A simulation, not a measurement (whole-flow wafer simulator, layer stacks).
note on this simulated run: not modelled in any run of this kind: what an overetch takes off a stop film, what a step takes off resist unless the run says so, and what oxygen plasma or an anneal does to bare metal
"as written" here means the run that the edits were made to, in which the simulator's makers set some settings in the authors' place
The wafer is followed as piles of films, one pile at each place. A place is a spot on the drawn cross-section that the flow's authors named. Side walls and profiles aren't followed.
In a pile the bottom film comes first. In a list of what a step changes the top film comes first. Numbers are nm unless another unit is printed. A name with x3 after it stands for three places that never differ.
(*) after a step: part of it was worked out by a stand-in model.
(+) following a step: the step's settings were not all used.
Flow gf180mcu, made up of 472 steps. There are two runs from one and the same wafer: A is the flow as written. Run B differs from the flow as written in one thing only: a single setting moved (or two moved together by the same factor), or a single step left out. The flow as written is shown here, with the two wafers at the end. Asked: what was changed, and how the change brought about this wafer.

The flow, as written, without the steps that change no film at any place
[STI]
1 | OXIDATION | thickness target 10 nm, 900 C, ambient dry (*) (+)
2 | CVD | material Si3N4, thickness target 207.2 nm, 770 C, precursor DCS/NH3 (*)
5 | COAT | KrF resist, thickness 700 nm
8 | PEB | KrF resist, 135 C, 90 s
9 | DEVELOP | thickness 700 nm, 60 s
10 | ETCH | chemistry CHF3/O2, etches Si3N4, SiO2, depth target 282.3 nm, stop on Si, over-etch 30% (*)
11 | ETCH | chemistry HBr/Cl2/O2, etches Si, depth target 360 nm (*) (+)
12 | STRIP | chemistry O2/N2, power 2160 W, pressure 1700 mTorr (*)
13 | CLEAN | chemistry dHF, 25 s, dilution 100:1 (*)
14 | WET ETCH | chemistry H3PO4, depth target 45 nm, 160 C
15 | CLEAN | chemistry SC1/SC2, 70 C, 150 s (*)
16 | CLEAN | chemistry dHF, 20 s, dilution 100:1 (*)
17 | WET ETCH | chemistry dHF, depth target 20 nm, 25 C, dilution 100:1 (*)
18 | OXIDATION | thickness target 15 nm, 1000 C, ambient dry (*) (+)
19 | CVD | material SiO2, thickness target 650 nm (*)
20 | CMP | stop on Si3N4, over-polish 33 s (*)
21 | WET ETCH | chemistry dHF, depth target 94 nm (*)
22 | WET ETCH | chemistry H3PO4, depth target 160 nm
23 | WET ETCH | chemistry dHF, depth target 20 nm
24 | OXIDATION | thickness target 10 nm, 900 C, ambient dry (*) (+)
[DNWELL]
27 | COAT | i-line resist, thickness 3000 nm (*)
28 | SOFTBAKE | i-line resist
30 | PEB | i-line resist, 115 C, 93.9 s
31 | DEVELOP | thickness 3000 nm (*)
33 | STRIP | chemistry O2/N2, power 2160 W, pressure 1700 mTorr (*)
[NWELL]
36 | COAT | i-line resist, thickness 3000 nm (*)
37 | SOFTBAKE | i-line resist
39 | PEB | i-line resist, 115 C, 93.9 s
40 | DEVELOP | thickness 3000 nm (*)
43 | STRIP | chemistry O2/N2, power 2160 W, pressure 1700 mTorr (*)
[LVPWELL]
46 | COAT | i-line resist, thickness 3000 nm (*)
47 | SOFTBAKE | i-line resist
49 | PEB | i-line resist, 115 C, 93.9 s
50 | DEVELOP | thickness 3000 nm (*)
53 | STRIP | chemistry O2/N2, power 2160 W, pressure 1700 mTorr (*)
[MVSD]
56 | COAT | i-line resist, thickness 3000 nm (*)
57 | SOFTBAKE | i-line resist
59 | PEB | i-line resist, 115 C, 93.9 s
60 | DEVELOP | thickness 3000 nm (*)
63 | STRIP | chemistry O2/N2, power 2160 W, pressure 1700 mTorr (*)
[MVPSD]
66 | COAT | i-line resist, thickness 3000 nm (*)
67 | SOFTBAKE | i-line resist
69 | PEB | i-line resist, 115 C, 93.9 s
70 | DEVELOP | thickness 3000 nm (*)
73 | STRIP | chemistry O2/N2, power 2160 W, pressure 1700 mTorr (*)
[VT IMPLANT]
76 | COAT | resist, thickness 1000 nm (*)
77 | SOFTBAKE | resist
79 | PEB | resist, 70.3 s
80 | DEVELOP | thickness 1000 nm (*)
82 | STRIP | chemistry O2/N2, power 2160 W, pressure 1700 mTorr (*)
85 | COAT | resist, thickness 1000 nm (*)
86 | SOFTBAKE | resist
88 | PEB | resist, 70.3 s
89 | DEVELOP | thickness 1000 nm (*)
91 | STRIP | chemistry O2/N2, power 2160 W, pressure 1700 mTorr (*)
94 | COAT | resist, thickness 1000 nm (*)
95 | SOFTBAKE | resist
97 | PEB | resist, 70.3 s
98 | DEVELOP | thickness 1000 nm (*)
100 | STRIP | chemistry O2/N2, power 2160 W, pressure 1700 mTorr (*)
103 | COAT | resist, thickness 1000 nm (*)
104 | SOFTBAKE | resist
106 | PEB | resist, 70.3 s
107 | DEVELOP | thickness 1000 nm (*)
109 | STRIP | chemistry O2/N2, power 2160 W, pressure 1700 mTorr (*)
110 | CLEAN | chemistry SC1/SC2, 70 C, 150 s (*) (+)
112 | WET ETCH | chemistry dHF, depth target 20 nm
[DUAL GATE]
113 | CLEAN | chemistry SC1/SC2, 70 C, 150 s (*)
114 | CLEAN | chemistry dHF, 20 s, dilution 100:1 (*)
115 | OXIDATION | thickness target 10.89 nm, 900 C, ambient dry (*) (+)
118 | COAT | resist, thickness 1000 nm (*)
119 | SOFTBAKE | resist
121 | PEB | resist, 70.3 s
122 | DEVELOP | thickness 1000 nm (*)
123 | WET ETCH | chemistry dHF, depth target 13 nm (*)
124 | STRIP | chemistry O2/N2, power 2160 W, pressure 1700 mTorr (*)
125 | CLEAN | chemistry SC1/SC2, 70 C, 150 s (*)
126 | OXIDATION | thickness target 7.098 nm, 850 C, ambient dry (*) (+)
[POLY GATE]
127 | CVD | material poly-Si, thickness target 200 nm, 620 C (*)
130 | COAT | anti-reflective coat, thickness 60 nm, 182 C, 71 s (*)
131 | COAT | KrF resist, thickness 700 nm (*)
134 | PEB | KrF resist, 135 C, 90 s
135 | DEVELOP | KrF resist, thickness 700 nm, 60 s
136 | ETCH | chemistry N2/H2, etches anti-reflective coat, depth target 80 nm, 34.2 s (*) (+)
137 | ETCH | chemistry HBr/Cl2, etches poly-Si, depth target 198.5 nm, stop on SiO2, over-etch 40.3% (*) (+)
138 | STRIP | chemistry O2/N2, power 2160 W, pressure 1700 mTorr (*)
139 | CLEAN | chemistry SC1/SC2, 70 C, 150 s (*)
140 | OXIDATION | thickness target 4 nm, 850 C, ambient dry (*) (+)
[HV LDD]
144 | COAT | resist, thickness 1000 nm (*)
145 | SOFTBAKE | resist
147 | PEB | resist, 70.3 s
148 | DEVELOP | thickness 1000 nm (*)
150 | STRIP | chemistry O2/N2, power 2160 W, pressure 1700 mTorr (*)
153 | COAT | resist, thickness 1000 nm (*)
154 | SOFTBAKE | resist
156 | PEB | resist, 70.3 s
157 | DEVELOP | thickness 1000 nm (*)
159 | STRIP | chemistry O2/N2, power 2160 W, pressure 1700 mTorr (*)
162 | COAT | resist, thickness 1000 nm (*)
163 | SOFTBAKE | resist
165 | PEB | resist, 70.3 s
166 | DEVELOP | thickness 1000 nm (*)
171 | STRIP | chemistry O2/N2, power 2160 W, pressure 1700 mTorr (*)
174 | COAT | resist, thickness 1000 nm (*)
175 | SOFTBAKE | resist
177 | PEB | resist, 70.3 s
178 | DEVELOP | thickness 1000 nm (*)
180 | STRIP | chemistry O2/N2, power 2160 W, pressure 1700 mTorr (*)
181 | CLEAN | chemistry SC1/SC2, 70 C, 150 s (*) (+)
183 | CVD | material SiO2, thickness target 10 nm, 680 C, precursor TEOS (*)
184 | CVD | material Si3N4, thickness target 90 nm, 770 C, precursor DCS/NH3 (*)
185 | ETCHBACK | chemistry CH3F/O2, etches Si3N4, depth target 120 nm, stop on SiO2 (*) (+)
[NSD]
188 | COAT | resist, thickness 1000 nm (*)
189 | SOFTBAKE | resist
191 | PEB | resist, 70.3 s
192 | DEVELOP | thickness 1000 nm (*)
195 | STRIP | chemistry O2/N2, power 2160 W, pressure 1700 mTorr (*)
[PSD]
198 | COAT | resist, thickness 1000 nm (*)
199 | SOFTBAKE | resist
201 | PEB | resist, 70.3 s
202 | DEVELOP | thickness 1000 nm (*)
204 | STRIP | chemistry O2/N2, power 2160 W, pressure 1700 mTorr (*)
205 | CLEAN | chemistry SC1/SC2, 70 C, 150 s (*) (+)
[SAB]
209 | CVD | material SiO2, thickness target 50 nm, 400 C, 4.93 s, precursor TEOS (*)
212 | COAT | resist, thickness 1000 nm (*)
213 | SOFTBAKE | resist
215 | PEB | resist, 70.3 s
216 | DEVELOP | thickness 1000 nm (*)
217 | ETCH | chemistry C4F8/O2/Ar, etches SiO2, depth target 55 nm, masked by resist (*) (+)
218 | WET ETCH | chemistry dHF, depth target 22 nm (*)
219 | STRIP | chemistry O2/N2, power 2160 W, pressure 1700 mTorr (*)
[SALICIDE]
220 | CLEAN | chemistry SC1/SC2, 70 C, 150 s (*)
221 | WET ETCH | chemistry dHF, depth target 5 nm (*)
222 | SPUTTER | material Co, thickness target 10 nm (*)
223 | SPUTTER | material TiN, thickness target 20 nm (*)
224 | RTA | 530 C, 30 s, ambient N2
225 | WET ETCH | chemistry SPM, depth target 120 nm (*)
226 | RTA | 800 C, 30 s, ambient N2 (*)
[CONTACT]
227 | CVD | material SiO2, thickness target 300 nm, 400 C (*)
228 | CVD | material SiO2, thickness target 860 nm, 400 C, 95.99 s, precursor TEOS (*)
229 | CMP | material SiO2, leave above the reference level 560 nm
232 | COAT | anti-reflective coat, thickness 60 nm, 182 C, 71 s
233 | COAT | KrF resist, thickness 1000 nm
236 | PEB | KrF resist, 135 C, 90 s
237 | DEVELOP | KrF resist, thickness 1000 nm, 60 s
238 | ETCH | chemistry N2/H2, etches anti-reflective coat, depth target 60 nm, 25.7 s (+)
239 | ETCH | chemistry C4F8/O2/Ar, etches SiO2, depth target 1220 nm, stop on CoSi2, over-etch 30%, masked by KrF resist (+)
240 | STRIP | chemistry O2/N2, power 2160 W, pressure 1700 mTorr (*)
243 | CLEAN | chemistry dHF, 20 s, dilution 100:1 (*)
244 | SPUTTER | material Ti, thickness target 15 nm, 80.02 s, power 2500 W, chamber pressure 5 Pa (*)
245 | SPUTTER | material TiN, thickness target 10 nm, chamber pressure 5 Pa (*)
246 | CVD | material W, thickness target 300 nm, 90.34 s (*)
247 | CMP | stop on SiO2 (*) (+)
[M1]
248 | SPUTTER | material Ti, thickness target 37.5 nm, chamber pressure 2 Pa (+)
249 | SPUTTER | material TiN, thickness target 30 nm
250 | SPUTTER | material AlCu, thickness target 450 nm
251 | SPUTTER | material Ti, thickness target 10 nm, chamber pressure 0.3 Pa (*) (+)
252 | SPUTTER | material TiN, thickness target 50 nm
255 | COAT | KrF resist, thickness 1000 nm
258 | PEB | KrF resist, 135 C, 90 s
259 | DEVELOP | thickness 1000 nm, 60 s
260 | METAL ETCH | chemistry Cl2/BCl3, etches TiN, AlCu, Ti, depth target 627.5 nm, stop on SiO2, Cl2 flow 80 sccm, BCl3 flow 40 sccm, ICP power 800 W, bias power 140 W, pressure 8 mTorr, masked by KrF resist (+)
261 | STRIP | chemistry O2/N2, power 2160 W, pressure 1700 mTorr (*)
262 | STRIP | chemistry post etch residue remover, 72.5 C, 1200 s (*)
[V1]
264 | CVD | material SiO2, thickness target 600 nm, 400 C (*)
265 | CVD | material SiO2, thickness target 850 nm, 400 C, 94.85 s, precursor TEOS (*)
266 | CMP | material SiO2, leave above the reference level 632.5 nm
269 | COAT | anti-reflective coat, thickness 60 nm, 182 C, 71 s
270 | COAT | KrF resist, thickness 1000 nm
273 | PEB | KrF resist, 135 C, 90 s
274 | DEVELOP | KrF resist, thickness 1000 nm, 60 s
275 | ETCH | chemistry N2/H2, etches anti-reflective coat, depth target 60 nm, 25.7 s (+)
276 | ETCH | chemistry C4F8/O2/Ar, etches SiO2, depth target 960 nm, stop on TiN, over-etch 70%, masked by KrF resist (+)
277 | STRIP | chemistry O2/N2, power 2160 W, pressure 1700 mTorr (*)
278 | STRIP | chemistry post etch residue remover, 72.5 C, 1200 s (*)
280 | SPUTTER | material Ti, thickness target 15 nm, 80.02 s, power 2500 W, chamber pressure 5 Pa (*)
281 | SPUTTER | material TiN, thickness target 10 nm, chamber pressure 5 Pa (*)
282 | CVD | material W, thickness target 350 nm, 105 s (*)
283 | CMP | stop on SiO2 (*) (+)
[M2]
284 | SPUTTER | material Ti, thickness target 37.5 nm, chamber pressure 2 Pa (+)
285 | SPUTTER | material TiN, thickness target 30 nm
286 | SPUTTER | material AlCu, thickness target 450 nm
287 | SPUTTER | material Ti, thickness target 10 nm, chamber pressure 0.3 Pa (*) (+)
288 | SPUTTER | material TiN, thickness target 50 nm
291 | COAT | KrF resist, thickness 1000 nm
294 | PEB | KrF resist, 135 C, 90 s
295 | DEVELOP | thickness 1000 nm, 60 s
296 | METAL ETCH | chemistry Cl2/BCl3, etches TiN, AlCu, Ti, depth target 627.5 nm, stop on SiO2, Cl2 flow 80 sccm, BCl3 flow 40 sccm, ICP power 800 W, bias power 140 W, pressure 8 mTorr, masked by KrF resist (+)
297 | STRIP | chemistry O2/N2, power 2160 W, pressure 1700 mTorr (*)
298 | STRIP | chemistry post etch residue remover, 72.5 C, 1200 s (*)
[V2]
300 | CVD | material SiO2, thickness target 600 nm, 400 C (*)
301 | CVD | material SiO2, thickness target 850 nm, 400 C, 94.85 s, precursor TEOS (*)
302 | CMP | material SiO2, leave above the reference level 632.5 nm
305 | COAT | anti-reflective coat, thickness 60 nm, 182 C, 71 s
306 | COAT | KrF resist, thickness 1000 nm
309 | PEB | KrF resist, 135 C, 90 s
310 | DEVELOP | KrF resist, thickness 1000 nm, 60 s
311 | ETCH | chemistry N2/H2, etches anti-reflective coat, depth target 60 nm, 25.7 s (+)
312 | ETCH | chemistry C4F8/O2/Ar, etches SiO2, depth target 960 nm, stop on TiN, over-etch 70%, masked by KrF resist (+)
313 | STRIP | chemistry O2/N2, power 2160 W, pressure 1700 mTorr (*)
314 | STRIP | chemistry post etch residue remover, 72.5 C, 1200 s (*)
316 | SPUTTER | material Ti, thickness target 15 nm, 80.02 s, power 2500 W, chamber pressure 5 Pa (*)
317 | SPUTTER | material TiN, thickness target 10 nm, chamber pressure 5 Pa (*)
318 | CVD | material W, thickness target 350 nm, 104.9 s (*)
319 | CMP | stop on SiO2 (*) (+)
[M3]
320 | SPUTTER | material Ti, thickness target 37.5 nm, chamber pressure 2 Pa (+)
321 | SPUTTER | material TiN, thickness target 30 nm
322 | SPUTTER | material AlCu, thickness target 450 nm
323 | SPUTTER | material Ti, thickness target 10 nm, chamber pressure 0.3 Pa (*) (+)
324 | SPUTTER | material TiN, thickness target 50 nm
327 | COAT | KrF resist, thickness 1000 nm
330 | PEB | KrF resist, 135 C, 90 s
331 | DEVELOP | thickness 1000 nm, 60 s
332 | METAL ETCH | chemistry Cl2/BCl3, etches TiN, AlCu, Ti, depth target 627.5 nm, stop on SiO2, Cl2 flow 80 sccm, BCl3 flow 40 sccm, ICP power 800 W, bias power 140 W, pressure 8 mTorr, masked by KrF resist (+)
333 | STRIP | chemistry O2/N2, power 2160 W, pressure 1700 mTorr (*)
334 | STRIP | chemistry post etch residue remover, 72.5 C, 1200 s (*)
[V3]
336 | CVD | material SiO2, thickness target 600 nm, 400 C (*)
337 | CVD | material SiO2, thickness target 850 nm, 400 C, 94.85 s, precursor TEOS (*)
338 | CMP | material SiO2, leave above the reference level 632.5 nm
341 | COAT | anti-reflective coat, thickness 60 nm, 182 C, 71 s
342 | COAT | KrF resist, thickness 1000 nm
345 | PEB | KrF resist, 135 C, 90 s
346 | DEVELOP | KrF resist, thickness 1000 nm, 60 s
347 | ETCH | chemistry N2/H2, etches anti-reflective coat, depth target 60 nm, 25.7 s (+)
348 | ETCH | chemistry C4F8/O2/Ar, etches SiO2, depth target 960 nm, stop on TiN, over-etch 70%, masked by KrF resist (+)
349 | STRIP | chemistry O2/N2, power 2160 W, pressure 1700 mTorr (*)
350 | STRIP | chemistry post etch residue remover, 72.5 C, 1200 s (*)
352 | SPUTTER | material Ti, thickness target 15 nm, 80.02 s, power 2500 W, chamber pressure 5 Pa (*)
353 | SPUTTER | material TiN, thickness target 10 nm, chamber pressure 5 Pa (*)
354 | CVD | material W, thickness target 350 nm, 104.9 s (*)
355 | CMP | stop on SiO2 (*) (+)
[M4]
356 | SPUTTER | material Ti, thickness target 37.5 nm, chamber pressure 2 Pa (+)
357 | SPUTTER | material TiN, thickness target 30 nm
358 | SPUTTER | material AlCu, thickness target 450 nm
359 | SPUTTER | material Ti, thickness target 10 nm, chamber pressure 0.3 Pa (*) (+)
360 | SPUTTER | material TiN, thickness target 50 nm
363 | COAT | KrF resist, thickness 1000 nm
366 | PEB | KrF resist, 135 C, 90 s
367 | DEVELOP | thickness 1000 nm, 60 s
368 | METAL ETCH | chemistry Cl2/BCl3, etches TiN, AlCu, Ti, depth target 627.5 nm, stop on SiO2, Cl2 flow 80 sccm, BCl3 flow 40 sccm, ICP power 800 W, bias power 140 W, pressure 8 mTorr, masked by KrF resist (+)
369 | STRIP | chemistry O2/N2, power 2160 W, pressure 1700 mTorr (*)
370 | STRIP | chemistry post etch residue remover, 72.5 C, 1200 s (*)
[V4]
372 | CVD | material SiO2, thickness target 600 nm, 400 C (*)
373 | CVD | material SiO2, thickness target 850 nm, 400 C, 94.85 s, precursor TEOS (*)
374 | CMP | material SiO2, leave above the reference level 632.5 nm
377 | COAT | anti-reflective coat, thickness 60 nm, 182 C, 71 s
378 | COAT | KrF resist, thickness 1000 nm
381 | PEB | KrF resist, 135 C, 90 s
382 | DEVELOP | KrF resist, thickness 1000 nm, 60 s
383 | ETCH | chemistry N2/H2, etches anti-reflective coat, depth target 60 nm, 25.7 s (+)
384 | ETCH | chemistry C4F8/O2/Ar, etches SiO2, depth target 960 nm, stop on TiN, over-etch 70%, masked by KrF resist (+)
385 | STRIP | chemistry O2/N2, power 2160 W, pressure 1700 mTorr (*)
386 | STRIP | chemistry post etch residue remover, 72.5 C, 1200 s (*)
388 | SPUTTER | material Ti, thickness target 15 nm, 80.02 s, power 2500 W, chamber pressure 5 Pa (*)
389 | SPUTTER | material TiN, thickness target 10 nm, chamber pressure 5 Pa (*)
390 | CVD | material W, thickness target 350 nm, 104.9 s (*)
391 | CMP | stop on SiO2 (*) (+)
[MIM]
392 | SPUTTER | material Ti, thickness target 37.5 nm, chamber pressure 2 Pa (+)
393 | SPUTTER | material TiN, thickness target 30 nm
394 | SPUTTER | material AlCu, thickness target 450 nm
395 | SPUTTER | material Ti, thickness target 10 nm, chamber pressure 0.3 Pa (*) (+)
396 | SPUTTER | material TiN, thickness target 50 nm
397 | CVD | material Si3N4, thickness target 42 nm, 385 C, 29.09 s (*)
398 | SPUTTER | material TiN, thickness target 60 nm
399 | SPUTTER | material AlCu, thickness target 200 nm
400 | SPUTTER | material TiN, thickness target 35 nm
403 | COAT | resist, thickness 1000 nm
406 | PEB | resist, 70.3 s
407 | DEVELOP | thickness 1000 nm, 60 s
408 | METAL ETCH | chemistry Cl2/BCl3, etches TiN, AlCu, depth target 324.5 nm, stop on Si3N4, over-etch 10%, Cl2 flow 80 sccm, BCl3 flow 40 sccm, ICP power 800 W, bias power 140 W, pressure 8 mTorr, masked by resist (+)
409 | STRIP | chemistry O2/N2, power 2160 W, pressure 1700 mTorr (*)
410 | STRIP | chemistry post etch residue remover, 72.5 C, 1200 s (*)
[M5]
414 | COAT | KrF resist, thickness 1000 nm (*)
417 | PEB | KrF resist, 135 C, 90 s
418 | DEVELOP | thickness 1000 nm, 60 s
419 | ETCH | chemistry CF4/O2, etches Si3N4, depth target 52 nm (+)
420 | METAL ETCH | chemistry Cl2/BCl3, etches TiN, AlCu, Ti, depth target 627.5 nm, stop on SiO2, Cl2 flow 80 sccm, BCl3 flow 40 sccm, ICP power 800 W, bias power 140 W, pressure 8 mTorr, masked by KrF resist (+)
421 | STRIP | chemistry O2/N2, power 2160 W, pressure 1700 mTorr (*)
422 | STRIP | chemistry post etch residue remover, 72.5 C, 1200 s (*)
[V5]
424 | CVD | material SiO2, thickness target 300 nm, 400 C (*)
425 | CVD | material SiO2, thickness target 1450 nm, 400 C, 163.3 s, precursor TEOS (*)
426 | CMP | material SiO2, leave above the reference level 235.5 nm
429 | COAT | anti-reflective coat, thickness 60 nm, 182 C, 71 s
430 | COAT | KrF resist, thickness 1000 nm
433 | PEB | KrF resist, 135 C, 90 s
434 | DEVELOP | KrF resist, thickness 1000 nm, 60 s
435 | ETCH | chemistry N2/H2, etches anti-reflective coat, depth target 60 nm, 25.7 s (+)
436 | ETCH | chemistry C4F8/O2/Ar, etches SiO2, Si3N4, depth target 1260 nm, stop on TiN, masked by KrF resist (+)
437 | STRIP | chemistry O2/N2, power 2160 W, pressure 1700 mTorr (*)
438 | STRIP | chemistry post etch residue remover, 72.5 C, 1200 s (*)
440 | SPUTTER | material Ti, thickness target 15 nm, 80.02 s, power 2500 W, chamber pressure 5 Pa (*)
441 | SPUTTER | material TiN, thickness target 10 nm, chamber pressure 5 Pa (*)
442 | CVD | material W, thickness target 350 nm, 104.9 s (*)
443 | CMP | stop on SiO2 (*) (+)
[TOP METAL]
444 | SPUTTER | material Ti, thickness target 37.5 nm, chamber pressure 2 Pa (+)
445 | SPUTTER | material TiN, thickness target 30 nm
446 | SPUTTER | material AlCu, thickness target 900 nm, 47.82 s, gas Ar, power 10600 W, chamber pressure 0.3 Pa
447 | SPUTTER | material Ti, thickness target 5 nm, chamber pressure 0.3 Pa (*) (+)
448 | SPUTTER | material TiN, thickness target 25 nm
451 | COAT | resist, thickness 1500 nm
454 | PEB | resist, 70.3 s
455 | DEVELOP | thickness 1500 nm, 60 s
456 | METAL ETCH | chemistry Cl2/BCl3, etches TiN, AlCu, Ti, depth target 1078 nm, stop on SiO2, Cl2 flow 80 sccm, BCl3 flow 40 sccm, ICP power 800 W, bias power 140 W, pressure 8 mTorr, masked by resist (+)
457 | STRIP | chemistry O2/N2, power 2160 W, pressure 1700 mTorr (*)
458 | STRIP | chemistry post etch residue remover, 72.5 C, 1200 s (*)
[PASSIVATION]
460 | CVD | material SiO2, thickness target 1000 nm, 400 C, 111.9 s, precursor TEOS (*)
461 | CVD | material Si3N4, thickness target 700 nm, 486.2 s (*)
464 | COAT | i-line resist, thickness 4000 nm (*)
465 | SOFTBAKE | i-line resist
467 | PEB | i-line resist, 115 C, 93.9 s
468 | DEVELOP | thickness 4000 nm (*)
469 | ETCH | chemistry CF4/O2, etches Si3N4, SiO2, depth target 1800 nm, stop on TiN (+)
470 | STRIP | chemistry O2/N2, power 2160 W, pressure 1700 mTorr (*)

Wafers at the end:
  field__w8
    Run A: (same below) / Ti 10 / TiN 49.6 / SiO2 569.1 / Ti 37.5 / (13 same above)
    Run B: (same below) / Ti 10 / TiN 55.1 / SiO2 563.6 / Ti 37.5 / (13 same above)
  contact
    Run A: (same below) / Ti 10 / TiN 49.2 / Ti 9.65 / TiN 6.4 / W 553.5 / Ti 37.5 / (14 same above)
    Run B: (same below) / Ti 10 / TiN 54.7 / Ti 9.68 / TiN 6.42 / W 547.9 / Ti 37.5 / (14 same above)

The reason: step 360, SPUTTER: thickness target 55.5 nm was run, though the flow has thickness target 50 nm.

The path from the change to this, step by step:
  360 | SPUTTER | material TiN, thickness target 50 nm
      field, field__w1, field__w2 and 108 more: A +50 TiN (new film) | B +55.5 TiN (new film)
  368 | METAL ETCH | chemistry Cl2/BCl3, etches TiN, AlCu, Ti, depth target 627.5 nm, stop on SiO2, Cl2 flow 80 sccm, BCl3 flow 40 sccm, ICP power 800 W, bias power 140 W, pressure 8 mTorr, masked by KrF resist (+)
      field, field__w1, field__w2 and 103 more: A -50 TiN (all of it), -10 Ti (all of it), -450 AlCu (all of it), -30 TiN (all of it), -37.5 Ti (all of it) | B -55.5 TiN (all of it), -10 Ti (all of it), -450 AlCu (all of it), -30 TiN (all of it), -37.5 Ti (all of it)
